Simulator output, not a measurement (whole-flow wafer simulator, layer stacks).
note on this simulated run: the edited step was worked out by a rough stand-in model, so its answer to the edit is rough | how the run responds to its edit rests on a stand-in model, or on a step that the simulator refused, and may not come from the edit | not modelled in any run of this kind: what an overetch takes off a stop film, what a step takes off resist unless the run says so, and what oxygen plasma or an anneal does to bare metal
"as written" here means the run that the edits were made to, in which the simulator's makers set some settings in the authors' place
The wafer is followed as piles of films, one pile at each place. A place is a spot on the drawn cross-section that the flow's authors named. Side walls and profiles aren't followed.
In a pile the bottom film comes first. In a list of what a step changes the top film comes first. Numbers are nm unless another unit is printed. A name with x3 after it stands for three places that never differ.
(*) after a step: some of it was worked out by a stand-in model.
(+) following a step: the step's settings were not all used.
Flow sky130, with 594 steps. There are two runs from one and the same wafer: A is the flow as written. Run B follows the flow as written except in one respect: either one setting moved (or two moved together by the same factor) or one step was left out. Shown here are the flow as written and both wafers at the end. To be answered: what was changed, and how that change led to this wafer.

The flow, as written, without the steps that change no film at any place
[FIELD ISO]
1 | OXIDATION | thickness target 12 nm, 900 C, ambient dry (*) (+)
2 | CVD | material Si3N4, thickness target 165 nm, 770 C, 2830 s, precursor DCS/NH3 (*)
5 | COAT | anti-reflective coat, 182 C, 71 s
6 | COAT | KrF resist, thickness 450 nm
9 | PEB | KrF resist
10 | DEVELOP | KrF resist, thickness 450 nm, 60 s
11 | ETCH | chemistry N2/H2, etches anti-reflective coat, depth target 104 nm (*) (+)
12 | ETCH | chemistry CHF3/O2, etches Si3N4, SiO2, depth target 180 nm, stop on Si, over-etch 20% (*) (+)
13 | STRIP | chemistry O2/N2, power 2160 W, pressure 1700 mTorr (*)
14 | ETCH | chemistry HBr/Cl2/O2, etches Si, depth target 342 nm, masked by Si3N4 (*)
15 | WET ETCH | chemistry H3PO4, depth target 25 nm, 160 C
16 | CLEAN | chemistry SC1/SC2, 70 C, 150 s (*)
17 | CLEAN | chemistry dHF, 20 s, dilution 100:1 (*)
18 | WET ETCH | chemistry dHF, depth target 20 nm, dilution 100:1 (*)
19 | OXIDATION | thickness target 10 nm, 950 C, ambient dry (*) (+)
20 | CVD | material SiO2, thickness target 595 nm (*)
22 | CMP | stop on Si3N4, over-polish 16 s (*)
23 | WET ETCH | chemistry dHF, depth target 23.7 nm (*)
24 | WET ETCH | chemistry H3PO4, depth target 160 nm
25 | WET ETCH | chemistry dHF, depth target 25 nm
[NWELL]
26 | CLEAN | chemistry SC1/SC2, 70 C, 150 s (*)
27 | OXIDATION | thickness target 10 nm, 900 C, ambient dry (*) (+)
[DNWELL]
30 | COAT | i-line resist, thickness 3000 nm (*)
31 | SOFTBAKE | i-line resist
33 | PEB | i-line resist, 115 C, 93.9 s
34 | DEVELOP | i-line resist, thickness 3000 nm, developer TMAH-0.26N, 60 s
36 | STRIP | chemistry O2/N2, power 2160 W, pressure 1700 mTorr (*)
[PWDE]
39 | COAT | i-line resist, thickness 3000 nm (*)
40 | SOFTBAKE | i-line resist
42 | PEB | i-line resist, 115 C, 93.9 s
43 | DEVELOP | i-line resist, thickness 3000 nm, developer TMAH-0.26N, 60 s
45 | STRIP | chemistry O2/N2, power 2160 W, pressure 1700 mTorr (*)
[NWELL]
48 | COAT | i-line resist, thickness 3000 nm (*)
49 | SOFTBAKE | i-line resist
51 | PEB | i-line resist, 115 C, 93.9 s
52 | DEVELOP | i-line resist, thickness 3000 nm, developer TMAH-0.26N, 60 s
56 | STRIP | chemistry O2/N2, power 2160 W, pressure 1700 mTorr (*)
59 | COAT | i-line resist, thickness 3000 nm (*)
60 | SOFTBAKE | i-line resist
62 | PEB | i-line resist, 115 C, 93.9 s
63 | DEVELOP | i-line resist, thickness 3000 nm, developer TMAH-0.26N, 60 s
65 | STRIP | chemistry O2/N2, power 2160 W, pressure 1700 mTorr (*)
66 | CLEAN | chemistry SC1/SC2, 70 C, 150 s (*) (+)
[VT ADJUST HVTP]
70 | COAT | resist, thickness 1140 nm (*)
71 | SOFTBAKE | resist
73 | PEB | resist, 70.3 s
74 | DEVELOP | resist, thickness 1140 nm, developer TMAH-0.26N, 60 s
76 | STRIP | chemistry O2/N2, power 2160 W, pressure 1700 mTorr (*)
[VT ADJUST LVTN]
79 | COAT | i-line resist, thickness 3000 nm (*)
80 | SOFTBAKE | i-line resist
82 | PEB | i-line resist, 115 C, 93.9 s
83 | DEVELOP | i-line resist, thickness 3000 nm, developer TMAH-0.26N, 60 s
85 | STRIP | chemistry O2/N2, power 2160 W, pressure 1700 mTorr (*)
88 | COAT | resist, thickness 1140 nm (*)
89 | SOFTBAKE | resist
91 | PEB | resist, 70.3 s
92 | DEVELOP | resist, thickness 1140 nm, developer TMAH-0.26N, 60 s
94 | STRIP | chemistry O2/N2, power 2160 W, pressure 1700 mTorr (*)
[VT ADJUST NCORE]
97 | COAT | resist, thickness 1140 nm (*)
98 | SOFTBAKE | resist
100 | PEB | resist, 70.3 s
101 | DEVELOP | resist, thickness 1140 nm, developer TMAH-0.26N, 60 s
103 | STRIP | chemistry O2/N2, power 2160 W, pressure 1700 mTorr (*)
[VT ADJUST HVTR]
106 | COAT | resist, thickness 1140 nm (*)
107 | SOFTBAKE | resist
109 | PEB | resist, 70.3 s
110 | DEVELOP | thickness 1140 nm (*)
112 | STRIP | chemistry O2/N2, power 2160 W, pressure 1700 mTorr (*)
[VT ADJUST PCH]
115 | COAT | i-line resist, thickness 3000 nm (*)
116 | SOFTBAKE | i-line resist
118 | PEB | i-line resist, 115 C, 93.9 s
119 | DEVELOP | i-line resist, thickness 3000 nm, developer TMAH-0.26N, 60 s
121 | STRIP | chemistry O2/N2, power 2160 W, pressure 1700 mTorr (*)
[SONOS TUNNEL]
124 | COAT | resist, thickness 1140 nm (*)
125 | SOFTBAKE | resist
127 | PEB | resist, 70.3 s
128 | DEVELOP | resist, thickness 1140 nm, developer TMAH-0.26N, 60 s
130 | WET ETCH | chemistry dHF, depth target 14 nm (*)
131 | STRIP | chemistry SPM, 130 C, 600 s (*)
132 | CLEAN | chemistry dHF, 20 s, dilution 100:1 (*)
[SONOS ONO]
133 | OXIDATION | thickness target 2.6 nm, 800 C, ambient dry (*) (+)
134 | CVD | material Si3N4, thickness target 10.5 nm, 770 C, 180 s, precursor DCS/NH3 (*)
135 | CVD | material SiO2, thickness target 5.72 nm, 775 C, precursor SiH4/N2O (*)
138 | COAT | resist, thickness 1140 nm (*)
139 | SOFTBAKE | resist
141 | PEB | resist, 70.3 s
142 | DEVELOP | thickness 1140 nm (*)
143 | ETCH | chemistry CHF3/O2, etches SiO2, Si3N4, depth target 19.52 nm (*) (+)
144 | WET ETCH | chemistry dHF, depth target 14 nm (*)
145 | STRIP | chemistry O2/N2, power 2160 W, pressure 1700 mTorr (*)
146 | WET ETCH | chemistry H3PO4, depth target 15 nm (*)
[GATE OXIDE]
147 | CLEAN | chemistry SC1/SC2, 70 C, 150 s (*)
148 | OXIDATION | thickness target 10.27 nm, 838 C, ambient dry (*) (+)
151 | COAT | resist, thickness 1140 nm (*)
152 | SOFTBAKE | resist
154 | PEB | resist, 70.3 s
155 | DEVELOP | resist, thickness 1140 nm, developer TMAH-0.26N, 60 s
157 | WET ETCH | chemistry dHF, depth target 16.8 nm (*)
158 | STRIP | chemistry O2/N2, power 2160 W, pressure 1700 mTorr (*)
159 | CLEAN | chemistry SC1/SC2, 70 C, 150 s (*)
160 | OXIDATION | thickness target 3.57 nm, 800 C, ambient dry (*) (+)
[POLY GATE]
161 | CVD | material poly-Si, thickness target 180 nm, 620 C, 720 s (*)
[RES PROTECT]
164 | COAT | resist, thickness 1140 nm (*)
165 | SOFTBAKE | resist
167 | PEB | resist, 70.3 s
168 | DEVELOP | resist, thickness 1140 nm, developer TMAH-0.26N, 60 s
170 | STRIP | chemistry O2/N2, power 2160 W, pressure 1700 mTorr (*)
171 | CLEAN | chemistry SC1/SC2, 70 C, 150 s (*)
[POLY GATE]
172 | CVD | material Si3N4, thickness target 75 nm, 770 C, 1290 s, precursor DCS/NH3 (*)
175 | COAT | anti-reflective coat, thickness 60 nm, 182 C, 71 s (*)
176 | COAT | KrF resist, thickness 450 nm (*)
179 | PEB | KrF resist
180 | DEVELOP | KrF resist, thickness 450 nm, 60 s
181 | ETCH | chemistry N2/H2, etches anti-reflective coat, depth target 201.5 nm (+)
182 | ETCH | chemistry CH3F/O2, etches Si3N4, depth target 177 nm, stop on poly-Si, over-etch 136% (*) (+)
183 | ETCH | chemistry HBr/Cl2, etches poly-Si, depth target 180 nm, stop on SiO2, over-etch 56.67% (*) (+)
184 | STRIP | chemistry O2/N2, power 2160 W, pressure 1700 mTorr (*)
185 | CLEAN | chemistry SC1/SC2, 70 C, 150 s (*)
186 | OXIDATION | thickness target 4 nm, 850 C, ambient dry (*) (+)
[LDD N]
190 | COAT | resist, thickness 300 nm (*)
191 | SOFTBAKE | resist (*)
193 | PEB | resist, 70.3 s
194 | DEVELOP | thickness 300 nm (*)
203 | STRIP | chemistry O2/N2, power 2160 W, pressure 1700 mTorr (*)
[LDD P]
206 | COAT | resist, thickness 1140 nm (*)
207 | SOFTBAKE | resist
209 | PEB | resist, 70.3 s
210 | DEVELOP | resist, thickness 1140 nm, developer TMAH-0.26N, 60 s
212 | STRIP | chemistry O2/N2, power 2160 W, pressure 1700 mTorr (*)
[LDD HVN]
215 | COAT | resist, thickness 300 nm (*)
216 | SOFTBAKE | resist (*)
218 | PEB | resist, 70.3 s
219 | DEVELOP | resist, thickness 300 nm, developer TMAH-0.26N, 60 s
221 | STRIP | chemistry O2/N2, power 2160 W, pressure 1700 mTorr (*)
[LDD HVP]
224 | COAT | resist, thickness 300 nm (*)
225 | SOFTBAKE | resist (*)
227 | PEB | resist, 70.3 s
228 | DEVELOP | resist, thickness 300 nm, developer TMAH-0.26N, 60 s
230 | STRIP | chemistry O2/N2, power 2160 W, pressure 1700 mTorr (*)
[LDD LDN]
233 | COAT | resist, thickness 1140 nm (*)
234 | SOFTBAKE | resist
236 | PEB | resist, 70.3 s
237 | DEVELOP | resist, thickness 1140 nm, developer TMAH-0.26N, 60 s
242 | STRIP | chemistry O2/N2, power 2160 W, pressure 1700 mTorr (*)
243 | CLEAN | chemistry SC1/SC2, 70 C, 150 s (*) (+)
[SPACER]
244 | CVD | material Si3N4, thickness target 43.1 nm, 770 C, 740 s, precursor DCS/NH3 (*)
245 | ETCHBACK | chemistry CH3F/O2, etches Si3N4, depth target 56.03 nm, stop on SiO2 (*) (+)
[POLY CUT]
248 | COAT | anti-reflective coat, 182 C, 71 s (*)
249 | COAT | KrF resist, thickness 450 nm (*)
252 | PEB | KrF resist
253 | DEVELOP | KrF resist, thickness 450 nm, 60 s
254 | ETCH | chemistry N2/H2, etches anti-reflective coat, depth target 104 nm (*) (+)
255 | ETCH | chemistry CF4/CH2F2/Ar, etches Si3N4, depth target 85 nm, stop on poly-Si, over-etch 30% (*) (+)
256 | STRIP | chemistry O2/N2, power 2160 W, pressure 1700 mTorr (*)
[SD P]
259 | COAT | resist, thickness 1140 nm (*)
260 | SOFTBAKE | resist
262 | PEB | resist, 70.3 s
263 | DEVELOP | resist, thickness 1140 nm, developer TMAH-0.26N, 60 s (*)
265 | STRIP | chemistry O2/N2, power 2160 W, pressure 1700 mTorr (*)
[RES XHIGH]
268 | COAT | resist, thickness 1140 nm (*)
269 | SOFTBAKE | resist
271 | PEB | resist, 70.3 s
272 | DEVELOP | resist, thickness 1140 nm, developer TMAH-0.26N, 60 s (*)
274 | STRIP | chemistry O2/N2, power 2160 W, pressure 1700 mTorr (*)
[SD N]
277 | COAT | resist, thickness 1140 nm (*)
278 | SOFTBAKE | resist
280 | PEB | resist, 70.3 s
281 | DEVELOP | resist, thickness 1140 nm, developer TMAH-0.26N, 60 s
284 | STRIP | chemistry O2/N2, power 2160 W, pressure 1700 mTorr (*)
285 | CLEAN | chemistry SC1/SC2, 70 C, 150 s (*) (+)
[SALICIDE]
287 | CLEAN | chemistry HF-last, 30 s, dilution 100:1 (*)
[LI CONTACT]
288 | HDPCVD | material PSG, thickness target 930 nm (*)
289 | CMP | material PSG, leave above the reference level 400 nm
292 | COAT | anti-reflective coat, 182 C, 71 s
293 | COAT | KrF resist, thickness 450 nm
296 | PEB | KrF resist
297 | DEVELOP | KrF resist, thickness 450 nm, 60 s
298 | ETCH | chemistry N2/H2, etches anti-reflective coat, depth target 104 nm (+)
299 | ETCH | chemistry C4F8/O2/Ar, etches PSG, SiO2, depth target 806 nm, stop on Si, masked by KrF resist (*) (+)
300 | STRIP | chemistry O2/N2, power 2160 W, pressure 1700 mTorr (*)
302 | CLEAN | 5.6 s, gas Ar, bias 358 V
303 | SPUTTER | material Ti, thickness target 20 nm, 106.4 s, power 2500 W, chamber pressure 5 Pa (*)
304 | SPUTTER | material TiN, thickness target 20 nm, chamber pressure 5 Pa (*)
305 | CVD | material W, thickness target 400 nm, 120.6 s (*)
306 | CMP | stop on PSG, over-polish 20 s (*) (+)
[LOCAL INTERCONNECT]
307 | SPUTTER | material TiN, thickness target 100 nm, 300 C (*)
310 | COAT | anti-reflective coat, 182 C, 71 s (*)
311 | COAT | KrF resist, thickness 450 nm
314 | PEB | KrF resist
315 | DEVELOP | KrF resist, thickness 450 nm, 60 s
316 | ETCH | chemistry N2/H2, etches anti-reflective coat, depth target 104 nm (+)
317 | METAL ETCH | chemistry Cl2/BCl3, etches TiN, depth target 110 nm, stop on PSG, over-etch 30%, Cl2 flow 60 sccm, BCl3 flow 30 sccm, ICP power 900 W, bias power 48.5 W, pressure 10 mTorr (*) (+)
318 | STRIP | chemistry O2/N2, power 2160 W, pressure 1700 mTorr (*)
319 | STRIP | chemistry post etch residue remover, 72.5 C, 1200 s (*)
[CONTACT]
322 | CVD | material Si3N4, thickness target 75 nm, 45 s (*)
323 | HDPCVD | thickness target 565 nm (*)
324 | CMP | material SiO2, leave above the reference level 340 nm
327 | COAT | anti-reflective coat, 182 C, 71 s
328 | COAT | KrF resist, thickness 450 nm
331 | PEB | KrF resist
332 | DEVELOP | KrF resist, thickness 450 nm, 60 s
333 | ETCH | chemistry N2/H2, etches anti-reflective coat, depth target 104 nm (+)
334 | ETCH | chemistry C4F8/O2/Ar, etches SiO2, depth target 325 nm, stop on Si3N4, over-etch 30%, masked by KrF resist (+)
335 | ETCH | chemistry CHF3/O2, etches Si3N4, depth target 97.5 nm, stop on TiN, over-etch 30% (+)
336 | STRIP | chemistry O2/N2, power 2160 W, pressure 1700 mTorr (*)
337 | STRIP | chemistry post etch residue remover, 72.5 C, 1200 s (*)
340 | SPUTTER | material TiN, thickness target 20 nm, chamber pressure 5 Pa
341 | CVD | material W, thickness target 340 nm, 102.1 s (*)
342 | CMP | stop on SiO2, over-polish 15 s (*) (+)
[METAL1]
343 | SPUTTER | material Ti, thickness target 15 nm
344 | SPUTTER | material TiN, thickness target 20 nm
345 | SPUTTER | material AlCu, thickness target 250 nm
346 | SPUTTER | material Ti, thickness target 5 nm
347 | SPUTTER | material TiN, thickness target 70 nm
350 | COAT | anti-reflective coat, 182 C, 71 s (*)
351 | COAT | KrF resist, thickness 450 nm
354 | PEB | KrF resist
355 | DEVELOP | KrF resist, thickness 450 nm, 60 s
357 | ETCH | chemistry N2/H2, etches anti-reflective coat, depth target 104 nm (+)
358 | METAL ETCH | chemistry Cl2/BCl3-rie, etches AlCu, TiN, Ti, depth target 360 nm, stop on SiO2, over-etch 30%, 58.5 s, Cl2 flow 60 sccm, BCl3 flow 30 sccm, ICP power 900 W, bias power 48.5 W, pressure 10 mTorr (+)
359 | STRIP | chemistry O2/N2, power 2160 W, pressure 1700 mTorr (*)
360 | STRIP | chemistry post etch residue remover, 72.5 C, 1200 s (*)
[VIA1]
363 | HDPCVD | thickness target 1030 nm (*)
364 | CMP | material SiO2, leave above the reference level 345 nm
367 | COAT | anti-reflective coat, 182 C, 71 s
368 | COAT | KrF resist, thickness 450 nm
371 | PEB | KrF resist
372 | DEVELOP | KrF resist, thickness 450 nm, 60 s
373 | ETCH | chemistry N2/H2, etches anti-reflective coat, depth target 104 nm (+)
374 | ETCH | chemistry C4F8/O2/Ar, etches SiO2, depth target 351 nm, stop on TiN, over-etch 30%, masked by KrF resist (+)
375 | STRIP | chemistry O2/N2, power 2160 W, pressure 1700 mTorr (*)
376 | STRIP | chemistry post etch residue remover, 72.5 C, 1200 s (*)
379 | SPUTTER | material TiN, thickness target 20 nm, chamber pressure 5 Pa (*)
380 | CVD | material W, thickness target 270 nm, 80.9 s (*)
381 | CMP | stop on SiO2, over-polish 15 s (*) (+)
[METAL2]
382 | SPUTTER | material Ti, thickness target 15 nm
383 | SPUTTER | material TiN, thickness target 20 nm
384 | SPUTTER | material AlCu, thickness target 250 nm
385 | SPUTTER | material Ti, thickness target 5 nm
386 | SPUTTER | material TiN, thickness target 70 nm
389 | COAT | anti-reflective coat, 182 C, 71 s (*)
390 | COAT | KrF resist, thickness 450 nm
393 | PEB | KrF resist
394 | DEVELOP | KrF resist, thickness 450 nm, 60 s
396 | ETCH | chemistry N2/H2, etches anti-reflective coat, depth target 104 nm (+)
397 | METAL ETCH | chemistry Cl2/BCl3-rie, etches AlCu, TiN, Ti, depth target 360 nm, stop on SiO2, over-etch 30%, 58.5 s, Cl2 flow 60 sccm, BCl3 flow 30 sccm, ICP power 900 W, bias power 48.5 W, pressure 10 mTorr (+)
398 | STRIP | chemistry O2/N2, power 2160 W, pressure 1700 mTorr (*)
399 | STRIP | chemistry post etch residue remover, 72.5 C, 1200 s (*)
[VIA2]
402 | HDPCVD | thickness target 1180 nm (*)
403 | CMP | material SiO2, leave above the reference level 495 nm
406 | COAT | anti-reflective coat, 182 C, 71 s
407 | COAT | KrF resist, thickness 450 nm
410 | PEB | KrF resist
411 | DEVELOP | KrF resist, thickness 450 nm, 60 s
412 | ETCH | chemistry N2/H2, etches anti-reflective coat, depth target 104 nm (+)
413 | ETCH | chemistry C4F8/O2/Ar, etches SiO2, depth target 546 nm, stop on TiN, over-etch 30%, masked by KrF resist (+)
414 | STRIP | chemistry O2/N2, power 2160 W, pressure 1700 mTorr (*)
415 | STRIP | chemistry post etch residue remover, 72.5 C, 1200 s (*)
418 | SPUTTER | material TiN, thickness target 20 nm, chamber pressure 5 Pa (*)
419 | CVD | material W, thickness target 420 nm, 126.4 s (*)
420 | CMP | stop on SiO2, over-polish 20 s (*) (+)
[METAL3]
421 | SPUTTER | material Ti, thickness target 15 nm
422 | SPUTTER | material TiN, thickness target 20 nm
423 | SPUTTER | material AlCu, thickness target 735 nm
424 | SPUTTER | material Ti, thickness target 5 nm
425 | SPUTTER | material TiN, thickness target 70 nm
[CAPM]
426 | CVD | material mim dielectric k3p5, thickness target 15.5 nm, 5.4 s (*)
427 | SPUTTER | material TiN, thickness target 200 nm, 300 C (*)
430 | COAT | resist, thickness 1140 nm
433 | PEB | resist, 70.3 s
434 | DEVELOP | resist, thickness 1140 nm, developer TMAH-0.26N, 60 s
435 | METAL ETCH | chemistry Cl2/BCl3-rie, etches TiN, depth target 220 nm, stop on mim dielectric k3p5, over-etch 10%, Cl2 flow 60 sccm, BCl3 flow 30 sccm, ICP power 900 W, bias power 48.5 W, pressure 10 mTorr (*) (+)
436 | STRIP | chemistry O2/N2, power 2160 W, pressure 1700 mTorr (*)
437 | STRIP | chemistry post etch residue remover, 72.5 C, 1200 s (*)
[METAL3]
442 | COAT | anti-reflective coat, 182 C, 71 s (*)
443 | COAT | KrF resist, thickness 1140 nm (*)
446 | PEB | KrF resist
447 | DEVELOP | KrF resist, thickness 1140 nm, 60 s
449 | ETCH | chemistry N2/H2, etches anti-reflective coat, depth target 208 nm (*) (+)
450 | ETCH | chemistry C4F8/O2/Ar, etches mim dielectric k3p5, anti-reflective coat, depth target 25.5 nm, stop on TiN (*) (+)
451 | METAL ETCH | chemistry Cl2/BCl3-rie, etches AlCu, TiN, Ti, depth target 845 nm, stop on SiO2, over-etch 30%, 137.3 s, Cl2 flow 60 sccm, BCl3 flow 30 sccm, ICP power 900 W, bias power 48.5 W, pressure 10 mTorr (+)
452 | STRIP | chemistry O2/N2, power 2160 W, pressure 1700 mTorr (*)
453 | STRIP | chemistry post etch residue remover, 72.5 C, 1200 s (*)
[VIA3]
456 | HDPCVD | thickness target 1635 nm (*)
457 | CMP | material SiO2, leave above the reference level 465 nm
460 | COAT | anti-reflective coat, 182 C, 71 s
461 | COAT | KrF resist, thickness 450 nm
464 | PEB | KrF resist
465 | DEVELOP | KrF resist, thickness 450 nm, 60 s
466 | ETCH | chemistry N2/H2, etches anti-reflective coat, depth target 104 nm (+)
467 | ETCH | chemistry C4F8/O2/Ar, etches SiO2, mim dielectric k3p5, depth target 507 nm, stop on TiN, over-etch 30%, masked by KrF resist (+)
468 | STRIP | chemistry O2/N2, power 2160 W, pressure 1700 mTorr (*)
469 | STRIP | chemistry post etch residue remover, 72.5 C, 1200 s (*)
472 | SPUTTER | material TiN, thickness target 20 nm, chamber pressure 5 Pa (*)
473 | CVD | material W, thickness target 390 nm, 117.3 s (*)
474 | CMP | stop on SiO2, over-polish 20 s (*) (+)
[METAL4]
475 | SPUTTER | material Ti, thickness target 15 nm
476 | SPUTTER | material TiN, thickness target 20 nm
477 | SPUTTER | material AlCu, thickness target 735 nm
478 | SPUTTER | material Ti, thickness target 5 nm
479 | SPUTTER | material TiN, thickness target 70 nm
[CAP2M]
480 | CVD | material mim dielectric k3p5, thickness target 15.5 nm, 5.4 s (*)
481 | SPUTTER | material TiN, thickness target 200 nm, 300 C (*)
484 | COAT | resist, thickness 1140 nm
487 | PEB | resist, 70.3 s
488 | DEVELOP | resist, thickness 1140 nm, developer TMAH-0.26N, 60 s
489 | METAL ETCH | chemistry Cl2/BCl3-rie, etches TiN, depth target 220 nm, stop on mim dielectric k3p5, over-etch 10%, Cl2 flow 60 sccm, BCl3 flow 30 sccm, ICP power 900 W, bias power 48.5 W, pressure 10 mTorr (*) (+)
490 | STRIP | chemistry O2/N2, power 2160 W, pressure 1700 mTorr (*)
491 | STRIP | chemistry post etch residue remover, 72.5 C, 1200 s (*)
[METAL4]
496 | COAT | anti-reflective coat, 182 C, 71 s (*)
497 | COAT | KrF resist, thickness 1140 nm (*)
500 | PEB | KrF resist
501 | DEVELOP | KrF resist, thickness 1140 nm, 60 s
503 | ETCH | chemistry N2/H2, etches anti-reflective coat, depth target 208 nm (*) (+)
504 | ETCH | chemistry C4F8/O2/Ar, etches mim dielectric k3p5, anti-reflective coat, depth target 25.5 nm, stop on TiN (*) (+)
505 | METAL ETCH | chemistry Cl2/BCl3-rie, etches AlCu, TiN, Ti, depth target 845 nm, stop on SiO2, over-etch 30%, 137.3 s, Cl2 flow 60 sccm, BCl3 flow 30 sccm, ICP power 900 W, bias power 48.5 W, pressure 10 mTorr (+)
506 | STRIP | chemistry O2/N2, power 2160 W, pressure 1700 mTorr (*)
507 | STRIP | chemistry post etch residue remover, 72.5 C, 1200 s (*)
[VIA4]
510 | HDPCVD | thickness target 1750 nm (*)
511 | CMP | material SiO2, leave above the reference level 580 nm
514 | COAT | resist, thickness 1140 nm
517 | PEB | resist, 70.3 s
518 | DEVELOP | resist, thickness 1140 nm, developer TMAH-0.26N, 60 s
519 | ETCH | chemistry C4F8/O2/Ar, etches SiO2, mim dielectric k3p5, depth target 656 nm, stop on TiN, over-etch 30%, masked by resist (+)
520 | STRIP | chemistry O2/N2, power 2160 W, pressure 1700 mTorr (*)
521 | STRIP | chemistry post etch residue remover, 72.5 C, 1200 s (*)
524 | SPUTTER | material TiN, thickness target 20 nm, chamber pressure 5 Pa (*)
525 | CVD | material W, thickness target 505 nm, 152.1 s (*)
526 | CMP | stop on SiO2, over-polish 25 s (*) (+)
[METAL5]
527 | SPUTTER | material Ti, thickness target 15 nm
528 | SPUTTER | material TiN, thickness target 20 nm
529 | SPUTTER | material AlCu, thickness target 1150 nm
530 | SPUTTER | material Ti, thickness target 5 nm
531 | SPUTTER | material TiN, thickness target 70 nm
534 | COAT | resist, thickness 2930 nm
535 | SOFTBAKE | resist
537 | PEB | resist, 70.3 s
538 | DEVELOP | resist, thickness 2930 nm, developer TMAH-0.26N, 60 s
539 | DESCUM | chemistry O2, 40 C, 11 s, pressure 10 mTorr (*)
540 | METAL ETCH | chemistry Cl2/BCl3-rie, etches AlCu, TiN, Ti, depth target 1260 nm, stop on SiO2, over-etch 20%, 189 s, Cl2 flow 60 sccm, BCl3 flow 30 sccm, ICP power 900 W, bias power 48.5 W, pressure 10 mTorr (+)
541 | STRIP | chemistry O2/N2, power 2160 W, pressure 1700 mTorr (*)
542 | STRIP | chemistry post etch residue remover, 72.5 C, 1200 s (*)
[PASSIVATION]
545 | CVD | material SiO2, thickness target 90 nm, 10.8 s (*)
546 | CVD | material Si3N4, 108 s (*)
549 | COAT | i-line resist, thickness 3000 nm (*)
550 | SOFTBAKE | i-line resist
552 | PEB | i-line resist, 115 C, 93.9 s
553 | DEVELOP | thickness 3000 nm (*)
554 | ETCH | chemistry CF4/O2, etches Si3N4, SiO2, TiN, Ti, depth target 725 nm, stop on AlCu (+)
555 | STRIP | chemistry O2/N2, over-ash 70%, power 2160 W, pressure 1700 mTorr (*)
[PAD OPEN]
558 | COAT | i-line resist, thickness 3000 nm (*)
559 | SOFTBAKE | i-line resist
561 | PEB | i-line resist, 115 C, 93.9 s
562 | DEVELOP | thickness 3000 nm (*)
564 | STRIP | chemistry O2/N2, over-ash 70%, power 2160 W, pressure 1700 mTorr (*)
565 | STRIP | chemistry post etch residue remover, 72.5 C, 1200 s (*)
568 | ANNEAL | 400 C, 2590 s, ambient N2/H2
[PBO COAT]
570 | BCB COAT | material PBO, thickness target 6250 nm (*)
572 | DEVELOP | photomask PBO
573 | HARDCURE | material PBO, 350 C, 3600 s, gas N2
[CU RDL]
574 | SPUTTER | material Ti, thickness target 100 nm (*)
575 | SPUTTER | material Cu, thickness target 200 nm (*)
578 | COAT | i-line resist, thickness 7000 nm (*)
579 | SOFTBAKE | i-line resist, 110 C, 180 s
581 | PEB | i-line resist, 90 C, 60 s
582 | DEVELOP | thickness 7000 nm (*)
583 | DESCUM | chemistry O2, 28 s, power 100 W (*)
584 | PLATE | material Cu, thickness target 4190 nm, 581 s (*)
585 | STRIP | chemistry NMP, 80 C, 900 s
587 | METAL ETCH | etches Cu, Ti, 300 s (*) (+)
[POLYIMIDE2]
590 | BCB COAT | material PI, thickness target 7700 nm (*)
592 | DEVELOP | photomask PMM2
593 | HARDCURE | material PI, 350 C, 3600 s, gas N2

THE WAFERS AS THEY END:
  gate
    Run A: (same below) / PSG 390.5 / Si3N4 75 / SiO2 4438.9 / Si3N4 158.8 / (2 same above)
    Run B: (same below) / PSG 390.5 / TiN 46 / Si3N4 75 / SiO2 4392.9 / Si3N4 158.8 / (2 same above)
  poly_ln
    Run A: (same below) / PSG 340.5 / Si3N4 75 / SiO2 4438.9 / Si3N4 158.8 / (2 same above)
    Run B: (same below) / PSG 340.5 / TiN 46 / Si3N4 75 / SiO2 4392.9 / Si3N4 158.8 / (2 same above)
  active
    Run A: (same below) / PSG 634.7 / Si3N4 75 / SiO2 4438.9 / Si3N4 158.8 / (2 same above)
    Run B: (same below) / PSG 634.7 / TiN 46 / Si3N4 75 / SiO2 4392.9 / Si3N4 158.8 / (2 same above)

What caused this: step 317, METAL ETCH: depth target 52.2 nm was run, whereas the flow has depth target 110 nm.

How this came from the change, step by step:
  317 | METAL ETCH | chemistry Cl2/BCl3, etches TiN, depth target 110 nm, stop on PSG, over-etch 30%, Cl2 flow 60 sccm, BCl3 flow 30 sccm, ICP power 900 W, bias power 48.5 W, pressure 10 mTorr (*) (+)
      field, active, gate and 88 more: A -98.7 TiN (all of it) | B -52.2 TiN
      n_well, p_well, gate_hv and 97 more: A -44 KrF resist | B -20.9 KrF resist
  318 | STRIP | chemistry O2/N2, power 2160 W, pressure 1700 mTorr (*)
      n_well, p_well, gate_hv and 88 more: A -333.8 KrF resist (all of it), -80 anti-reflective coat (all of it) | B -356.9 KrF resist (all of it), -80 anti-reflective coat (all of it)
      drift_dnw, nw_fld, nw_fld__w1, ndiff_licon_rim, pnp_par_nw: A -333.8 KrF resist (all of it), -80 anti-reflective coat (all of it) | B -357 KrF resist (all of it), -80 anti-reflective coat (all of it)
      (and at 4 other places as well)
  324 | CMP | material SiO2, leave above the reference level 340 nm
      field, active, gate and 88 more: A -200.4 SiO2 | B -246.5 SiO2
With metal films that touch counted as one body, gate has 1 body; the flow as written gives 0 bodies.
With metal films that touch counted as one body, poly_ln has 1 body; the flow as written gives 0 bodies.
With metal films that touch counted as one body, active has 1 body; the flow as written gives 0 bodies.
